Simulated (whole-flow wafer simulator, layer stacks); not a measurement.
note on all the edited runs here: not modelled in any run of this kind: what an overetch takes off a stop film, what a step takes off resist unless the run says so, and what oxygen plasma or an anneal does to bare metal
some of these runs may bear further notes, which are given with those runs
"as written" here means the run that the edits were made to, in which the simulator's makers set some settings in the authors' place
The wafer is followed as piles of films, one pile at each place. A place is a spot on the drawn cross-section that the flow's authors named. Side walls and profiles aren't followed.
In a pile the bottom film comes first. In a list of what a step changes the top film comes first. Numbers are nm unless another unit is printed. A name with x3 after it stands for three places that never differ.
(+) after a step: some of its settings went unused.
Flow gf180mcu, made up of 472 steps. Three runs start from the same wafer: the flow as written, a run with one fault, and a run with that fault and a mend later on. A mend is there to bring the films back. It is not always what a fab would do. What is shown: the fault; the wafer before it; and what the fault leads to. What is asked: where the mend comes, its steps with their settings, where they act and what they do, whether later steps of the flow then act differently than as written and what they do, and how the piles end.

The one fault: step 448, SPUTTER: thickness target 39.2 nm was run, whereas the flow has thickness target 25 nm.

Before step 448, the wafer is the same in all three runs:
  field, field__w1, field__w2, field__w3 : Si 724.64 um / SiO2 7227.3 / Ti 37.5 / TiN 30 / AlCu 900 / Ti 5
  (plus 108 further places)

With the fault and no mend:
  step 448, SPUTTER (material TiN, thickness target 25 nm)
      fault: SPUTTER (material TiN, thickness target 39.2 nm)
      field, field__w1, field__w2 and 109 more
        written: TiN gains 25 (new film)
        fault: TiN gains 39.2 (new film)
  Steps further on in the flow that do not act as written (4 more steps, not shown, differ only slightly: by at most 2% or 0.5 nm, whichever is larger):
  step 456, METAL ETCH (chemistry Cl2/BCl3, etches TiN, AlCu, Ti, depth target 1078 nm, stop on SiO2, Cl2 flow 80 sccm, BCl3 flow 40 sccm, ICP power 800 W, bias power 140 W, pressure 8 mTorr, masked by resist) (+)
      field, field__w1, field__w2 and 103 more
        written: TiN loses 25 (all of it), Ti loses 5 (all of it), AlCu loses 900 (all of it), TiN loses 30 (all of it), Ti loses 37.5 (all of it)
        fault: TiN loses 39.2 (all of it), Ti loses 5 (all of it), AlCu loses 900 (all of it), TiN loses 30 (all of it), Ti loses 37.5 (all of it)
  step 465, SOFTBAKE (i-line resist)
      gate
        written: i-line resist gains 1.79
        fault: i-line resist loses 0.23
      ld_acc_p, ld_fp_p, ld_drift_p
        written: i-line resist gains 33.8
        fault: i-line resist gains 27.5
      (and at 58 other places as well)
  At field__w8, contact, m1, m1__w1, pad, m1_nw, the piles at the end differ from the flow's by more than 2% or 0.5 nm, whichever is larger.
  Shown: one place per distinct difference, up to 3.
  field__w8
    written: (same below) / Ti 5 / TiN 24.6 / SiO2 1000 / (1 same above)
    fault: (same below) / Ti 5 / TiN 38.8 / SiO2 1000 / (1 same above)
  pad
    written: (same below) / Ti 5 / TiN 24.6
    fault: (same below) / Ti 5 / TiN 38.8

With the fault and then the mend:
  The mend stands after step 448.
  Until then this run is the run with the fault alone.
  step 448a, METAL ETCH (chemistry Cl2/BCl3, etches TiN, AlCu, Ti, depth target 14.2 nm, Cl2 flow 80 sccm, BCl3 flow 40 sccm, ICP power 800 W, bias power 140 W, pressure 8 mTorr) (the flow's step 260, run once more with other settings)
      field, field__w1, field__w2 and 109 more
        TiN loses 14.2
  Later steps of the flow that are run all act as written at every place that is followed.
  The piles end the same as the flow's at every place that both follow.
